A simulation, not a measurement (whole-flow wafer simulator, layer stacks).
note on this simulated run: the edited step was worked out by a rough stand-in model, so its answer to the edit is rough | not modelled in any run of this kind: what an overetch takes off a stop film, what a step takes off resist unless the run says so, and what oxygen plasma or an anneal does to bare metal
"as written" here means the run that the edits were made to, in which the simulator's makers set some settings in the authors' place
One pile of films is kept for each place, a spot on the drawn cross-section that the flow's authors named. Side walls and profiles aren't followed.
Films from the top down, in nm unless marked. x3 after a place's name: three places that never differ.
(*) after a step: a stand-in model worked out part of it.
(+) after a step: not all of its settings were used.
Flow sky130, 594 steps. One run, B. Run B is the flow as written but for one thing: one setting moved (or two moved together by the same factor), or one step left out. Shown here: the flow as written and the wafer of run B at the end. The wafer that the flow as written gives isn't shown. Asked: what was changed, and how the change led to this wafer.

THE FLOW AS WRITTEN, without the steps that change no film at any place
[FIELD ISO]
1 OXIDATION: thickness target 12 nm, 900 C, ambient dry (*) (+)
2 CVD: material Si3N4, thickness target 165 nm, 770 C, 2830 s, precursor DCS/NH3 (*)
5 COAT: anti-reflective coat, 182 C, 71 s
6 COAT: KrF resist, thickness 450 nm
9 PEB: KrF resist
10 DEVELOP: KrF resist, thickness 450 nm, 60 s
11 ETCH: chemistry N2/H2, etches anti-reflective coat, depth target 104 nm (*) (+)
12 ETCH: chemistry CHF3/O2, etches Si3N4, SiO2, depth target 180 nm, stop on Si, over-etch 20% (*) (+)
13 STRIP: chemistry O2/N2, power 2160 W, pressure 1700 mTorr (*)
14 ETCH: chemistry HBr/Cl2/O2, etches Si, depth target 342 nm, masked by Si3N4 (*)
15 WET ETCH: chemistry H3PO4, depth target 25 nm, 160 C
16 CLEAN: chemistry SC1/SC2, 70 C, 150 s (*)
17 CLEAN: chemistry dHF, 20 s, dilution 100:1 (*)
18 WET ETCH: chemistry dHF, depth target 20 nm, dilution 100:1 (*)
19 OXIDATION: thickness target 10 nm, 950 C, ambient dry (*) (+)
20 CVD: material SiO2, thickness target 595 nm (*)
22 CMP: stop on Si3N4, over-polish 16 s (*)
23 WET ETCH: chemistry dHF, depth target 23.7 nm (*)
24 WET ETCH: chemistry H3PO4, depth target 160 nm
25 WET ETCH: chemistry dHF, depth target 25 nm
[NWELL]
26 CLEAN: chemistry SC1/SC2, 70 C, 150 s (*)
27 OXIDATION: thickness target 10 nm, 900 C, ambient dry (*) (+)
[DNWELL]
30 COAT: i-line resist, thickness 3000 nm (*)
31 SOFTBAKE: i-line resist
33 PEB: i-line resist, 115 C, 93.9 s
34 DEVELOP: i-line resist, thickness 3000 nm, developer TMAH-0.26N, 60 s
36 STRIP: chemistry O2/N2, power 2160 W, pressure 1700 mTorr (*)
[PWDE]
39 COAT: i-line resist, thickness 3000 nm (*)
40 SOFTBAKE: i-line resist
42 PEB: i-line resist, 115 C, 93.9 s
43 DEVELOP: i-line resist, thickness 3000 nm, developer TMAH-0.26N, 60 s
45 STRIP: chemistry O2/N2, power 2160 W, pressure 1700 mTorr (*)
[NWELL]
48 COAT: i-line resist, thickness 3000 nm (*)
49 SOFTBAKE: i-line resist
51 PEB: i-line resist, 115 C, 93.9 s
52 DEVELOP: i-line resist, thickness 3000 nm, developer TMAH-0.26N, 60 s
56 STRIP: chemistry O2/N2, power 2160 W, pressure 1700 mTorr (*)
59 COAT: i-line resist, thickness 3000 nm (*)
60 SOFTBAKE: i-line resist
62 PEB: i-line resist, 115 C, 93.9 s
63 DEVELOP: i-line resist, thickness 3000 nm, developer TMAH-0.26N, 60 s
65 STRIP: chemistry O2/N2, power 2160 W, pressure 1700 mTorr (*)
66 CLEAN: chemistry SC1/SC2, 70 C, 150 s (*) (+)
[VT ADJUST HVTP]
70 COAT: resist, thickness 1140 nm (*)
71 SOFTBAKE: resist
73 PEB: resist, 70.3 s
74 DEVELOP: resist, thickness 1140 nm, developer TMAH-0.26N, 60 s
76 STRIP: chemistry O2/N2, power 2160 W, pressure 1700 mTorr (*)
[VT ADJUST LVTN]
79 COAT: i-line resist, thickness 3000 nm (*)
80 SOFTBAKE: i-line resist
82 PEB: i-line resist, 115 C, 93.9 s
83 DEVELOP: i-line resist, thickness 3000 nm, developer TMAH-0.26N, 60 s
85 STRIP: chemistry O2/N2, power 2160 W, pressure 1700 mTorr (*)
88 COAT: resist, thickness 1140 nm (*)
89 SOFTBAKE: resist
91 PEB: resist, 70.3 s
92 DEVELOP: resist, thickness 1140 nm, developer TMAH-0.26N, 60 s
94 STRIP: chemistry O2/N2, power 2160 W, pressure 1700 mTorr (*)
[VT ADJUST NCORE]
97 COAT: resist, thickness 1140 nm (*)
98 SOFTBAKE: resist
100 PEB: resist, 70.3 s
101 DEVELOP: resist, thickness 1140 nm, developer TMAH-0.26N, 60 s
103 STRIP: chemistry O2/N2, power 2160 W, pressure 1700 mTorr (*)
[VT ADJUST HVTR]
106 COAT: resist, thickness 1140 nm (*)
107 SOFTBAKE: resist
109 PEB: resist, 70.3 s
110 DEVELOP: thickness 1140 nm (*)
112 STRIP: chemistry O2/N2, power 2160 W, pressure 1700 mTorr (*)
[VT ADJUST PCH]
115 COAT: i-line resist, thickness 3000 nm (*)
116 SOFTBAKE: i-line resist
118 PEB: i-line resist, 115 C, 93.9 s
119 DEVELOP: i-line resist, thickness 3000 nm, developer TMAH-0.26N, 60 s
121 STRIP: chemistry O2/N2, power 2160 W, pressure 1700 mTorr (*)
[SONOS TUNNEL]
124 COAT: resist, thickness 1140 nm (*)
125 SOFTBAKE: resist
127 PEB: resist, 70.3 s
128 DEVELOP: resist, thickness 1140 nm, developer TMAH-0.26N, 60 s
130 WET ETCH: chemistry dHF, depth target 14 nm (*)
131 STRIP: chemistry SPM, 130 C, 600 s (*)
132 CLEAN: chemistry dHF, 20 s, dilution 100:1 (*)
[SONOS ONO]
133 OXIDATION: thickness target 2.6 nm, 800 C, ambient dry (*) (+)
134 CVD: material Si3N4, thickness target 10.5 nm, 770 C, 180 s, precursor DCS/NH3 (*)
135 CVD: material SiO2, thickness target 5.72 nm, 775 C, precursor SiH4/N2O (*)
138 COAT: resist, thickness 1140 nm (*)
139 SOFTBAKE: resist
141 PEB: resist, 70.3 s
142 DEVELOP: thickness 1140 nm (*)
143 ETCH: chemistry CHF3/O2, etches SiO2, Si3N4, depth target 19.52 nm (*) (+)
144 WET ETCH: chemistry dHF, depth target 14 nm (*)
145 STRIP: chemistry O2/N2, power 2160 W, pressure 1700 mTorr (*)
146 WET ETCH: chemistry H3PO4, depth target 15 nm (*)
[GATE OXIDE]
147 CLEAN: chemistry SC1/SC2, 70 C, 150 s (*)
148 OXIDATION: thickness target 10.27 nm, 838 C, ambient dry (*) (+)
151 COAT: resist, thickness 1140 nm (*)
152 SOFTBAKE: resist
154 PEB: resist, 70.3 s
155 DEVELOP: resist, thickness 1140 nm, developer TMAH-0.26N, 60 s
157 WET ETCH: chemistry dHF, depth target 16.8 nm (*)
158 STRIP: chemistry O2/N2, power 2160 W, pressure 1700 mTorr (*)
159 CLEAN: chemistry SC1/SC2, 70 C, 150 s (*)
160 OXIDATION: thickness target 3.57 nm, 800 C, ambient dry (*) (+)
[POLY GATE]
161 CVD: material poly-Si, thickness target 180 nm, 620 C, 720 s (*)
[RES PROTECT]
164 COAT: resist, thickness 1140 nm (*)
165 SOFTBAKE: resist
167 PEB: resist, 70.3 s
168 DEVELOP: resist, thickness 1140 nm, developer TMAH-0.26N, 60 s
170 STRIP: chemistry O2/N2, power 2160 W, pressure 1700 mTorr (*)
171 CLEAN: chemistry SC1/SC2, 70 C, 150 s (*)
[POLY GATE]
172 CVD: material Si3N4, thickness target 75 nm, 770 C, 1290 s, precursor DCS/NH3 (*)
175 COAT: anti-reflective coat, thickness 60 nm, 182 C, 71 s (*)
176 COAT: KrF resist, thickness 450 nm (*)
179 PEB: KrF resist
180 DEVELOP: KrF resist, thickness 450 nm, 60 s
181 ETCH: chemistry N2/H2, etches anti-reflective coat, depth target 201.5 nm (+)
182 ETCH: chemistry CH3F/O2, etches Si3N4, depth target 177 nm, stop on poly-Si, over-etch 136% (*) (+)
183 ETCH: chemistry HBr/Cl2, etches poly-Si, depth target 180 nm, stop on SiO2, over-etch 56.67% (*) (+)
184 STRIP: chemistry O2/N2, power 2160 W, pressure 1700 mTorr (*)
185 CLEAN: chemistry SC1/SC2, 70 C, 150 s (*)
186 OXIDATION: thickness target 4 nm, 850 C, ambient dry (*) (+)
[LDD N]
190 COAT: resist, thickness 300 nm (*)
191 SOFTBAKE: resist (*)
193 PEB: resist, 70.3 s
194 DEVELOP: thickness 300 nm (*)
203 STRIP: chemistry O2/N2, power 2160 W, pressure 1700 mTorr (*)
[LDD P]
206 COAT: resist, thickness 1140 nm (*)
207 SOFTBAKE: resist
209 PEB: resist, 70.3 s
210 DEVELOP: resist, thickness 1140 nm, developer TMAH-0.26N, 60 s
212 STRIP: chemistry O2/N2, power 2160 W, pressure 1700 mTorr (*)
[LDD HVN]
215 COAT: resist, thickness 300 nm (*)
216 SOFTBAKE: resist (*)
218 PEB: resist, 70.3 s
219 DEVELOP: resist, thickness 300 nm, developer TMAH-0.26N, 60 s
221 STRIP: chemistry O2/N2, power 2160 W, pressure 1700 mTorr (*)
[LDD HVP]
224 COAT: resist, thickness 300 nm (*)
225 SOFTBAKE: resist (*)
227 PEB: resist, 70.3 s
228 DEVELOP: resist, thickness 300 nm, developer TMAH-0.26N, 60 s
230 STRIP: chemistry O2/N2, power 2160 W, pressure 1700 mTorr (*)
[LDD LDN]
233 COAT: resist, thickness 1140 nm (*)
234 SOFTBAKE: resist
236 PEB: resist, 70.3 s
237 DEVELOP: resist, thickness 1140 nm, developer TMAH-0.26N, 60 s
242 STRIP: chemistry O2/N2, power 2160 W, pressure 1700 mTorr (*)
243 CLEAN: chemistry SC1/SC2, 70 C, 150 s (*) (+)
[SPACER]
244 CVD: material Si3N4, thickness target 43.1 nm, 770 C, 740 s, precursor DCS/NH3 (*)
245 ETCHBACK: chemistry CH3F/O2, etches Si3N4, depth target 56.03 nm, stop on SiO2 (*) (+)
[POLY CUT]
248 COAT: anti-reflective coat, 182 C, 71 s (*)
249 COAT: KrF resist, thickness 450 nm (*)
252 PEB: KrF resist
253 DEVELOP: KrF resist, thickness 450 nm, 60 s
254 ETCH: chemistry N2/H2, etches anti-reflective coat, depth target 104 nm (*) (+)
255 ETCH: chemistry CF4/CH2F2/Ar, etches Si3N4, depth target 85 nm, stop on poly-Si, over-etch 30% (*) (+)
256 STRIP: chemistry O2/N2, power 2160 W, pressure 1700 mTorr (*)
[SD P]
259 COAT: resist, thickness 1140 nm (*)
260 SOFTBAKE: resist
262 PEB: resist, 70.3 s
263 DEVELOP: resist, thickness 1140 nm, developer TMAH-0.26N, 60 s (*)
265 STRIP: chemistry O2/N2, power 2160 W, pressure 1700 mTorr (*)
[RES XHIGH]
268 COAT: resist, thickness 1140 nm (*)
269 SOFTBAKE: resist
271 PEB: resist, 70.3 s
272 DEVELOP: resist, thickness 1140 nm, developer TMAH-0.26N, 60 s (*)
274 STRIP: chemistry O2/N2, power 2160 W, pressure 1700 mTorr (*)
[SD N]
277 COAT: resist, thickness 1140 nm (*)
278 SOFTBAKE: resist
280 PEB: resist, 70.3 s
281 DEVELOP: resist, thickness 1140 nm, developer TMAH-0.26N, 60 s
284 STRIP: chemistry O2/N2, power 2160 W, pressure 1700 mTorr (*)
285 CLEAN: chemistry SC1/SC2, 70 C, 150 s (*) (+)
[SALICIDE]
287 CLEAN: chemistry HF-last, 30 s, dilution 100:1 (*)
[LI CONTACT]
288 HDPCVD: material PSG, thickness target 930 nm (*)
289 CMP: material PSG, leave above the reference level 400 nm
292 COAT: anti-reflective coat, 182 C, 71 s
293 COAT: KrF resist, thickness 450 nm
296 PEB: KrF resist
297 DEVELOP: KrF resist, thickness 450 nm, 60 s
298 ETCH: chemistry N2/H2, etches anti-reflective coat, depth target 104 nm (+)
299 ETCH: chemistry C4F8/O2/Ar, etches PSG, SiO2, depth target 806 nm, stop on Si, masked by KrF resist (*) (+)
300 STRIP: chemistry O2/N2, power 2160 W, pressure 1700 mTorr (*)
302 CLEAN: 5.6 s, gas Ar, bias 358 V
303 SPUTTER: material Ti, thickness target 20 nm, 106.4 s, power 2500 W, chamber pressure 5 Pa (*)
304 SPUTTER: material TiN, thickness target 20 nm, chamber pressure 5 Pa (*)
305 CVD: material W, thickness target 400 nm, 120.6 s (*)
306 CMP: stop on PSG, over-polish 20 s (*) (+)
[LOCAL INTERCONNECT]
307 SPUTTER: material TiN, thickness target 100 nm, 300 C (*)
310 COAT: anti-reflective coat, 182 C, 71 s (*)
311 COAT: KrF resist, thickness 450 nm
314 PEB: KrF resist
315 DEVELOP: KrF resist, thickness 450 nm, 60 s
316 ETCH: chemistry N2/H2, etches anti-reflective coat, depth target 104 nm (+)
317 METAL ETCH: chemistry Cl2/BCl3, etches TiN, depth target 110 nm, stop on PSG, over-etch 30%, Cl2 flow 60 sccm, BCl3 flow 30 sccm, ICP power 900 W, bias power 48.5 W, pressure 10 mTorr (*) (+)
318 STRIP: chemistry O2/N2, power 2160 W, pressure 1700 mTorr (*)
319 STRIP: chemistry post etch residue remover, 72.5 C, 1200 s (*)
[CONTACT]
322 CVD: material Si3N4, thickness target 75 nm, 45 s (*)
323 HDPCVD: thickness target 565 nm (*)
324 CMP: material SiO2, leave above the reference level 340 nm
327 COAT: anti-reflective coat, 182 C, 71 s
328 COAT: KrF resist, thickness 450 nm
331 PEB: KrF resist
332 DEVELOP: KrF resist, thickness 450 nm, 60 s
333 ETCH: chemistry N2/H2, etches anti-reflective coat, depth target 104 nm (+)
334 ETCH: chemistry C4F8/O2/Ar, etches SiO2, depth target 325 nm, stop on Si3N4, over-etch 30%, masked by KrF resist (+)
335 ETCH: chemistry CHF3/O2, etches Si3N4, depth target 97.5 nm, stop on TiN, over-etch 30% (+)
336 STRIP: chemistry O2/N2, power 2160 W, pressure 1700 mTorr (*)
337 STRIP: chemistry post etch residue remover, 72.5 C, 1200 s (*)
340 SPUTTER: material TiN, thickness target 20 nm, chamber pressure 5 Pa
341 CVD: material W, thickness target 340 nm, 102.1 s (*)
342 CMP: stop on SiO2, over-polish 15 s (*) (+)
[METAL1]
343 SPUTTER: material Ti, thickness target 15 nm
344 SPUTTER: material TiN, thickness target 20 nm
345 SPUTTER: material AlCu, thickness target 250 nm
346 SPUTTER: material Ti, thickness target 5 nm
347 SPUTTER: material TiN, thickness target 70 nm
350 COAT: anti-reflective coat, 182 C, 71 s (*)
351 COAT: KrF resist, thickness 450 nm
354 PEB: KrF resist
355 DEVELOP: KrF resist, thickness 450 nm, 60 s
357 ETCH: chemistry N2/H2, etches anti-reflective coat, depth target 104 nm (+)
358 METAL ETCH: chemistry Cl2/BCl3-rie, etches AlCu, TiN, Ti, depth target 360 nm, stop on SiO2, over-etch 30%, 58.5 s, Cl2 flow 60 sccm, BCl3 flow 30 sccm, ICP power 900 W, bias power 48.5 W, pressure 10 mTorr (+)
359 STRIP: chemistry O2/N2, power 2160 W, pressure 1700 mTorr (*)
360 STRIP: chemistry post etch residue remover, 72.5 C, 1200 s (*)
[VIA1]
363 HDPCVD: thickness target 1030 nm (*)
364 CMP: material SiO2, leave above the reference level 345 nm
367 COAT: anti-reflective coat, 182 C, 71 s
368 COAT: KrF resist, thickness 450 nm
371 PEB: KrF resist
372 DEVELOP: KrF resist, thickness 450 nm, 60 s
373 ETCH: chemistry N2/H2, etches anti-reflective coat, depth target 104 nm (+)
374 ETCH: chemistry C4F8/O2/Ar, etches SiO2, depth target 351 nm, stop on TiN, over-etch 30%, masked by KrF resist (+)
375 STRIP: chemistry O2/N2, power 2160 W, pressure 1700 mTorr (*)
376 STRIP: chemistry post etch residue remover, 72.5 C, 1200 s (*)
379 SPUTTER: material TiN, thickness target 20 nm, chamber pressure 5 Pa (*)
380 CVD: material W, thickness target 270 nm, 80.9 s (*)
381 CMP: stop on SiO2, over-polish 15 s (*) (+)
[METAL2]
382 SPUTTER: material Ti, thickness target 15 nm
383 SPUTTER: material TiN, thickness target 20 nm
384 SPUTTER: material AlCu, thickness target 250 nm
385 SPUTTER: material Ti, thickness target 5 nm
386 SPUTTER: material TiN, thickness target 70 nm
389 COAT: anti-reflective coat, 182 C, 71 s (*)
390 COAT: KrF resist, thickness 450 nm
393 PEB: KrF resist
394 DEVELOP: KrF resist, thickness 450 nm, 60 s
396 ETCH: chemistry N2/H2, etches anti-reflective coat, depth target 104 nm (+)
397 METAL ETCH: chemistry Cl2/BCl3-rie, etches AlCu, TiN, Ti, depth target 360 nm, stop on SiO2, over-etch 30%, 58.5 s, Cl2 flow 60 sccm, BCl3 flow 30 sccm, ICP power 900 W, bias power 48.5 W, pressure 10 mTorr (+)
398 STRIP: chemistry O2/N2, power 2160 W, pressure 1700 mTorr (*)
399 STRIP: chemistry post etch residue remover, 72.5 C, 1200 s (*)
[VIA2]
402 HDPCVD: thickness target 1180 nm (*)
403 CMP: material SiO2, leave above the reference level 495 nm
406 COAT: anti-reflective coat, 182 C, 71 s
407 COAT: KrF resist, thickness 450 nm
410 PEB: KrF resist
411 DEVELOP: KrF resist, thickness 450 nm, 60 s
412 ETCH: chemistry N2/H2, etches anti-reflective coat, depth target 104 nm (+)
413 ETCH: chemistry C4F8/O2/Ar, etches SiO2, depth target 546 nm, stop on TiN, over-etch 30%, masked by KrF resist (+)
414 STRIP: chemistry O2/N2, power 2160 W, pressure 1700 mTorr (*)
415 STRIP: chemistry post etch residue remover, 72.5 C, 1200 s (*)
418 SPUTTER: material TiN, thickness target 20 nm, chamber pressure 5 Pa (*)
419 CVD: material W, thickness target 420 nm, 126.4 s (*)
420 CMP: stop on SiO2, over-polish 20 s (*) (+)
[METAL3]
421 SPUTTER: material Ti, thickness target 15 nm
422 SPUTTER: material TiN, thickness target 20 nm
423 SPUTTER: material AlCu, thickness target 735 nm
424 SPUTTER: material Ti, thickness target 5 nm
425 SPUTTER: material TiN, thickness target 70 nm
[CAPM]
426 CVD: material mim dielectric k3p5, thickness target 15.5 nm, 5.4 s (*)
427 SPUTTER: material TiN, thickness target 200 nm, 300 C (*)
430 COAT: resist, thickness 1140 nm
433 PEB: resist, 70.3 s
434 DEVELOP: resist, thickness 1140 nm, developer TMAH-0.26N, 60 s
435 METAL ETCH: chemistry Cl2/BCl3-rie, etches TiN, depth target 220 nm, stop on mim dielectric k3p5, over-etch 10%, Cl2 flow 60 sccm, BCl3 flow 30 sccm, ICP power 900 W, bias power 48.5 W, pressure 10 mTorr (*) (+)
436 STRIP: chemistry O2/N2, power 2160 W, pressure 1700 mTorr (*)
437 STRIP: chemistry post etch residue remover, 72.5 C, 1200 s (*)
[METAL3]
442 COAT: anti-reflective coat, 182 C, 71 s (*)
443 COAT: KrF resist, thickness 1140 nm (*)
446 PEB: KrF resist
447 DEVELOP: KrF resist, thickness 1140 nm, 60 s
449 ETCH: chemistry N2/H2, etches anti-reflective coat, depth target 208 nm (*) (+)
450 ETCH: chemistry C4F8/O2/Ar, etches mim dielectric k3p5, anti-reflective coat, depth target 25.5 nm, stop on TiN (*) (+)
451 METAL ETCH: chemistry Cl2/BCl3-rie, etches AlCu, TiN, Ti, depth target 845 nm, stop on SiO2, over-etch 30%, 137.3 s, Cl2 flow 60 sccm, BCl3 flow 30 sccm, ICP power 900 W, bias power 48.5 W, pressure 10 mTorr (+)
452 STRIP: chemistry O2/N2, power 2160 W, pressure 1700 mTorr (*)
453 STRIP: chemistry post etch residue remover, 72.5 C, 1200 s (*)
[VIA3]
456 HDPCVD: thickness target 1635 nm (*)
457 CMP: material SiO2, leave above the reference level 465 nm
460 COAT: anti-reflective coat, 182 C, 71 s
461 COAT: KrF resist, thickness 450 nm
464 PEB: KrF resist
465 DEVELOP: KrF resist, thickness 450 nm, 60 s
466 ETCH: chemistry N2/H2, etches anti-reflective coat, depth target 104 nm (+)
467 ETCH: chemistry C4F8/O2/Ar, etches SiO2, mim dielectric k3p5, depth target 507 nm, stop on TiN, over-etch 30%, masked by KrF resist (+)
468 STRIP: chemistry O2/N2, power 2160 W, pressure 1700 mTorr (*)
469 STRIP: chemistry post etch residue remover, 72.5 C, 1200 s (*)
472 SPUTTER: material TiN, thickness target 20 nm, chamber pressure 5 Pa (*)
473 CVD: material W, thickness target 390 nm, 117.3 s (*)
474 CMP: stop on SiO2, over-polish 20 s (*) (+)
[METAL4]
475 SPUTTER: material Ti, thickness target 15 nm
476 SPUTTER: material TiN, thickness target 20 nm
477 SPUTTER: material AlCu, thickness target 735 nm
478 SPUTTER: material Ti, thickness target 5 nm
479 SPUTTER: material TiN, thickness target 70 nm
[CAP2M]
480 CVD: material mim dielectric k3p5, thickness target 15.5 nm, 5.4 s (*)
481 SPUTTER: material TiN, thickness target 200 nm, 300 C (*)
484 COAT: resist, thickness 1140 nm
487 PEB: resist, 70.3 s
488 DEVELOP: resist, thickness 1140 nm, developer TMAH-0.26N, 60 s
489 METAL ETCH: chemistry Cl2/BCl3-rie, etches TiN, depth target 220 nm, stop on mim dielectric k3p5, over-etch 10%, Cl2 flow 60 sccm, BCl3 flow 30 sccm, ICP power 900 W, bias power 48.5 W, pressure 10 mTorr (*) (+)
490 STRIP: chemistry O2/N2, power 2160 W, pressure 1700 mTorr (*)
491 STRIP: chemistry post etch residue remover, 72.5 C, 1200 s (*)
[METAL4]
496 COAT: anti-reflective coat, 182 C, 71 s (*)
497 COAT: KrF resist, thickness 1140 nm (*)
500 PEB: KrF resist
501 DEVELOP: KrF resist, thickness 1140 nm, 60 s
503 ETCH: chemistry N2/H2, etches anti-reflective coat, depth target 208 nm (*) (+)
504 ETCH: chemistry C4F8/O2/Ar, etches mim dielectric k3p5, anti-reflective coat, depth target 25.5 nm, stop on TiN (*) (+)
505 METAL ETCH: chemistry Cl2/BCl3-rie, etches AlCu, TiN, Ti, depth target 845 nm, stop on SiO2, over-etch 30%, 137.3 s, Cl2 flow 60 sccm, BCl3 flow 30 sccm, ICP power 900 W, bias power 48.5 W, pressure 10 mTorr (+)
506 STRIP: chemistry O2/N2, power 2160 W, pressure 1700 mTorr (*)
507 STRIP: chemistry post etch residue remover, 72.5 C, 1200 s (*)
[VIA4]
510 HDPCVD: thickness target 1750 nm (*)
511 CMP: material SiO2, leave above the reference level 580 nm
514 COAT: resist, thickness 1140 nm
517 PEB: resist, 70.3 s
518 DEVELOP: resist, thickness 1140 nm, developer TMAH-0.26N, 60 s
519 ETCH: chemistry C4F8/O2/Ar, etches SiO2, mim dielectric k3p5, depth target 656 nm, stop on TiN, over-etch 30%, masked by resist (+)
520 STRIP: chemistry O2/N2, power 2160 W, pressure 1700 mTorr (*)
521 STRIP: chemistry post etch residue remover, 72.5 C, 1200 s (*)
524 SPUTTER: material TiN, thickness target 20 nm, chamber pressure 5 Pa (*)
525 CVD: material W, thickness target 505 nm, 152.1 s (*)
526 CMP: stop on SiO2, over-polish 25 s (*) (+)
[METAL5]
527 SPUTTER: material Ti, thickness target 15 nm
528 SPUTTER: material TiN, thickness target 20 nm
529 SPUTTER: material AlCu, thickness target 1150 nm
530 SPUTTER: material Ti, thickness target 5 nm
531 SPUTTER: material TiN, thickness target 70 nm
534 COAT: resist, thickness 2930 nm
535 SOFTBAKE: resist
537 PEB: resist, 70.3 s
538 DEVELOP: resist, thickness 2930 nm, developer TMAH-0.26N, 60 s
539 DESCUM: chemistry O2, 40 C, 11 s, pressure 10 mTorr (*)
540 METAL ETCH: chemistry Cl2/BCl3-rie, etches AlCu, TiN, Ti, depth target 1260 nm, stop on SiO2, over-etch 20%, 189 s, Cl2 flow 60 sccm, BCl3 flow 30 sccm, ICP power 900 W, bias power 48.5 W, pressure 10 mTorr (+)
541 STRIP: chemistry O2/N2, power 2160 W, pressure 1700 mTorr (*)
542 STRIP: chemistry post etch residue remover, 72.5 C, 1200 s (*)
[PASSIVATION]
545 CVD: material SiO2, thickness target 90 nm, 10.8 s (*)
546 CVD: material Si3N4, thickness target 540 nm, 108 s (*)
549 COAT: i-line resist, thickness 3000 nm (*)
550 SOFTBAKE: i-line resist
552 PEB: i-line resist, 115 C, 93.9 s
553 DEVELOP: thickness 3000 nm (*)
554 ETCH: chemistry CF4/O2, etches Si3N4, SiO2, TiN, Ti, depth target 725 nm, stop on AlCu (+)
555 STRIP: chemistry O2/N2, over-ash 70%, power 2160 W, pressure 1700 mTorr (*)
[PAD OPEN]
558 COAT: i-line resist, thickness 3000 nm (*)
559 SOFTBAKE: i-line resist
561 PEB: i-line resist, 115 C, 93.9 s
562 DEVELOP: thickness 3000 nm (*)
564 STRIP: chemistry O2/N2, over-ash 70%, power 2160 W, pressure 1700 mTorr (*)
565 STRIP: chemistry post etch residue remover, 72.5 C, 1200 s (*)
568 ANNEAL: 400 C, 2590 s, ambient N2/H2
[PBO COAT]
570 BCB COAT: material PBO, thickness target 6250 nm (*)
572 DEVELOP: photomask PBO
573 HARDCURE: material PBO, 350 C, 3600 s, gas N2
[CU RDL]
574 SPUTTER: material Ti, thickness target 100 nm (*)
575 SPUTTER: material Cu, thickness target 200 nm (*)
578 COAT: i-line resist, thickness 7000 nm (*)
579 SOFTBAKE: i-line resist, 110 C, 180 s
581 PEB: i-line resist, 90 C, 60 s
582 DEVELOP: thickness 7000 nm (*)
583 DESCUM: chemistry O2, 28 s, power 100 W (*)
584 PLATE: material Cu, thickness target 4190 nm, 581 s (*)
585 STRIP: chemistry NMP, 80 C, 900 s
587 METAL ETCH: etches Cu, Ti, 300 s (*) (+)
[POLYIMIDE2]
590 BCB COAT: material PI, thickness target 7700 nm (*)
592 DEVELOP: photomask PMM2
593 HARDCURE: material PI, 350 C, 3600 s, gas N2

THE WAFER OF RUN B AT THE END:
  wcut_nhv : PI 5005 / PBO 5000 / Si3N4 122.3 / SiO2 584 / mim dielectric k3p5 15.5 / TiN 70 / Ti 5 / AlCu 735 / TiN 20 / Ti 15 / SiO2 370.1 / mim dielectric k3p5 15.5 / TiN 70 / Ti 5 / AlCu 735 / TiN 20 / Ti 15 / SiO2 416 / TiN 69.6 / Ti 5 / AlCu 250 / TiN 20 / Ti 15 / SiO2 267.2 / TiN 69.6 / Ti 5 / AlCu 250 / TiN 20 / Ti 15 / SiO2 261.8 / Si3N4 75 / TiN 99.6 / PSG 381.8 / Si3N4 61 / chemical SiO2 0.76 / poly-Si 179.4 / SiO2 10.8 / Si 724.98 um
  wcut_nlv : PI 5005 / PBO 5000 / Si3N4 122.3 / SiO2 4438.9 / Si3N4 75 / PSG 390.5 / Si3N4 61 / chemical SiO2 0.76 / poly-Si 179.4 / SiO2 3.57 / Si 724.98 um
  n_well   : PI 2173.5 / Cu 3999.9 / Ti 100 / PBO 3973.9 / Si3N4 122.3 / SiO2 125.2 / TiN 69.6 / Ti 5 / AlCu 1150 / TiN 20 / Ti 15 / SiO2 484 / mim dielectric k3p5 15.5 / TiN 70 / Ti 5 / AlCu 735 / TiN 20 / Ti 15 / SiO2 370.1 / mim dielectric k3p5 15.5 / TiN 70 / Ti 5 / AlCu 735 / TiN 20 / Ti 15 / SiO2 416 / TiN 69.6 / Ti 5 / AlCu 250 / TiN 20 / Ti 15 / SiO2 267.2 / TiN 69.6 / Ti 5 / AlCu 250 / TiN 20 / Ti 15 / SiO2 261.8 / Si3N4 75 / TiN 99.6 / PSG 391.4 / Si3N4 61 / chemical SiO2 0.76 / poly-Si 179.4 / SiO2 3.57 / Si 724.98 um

The cause: step 546, CVD: thickness target 416 nm was run, where the flow has thickness target 540 nm; step 546, CVD: 83.2 s was run, where the flow has 108 s.

How the change led to this, step by step:
  546 CVD: material Si3N4, thickness target 540 nm, 108 s (*)
      field, active, n_well and 190 more: Si3N4 +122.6 (new film) (as written it would be: Si3N4 +159.1 (new film))
  550 SOFTBAKE: i-line resist
      active: i-line resist +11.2 (as written it would be: i-line resist +12)
      gate: i-line resist -83.2 (as written it would be: i-line resist -85.5)
      (and at 54 more places)
  554 ETCH: chemistry CF4/O2, etches Si3N4, SiO2, TiN, Ti, depth target 725 nm, stop on AlCu (+)
      field, active, n_well and 189 more: i-line resist -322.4 (as written it would be: i-line resist -358.9)
      pad: Si3N4 -122.6 (all of it), SiO2 -125.2 (all of it), TiN -69.6 (all of it), Ti -5 (all of it) (as written it would be: Si3N4 -159.1 (all of it), SiO2 -125.2 (all of it), TiN -69.6 (all of it), Ti -5 (all of it))
  555 STRIP: chemistry O2/N2, over-ash 70%, power 2160 W, pressure 1700 mTorr (*)
      n_well, p_well, sd_n, sd_p: i-line resist -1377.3 (all of it) (as written it would be: i-line resist -1340.8 (all of it))
      ndiff_licon_rim, ndiff_licon: i-line resist -1402.5 (all of it) (as written it would be: i-line resist -1368.9 (all of it))
      (and at 7 more places)
  559 SOFTBAKE: i-line resist
      field: i-line resist +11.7 (as written it would be: i-line resist +12.5)
      active: i-line resist +11.2 (as written it would be: i-line resist +12)
      (and at 60 more places)
  578 COAT: i-line resist, thickness 7000 nm (*)
      pad: i-line resist +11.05 um (new film) (as written it would be: i-line resist +11.08 um (new film))
  579 SOFTBAKE: i-line resist, 110 C, 180 s
      mim, vcap_hvt: i-line resist -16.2 (as written it would be: i-line resist -16.8)
      ndiff_licon_rim, ndiff_licon: i-line resist -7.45 (as written it would be: i-line resist -8.01)
      (and at 12 more places)
  582 DEVELOP: thickness 7000 nm (*)
      pad: i-line resist -11.05 um (all of it) (as written it would be: i-line resist -11.08 um (all of it))
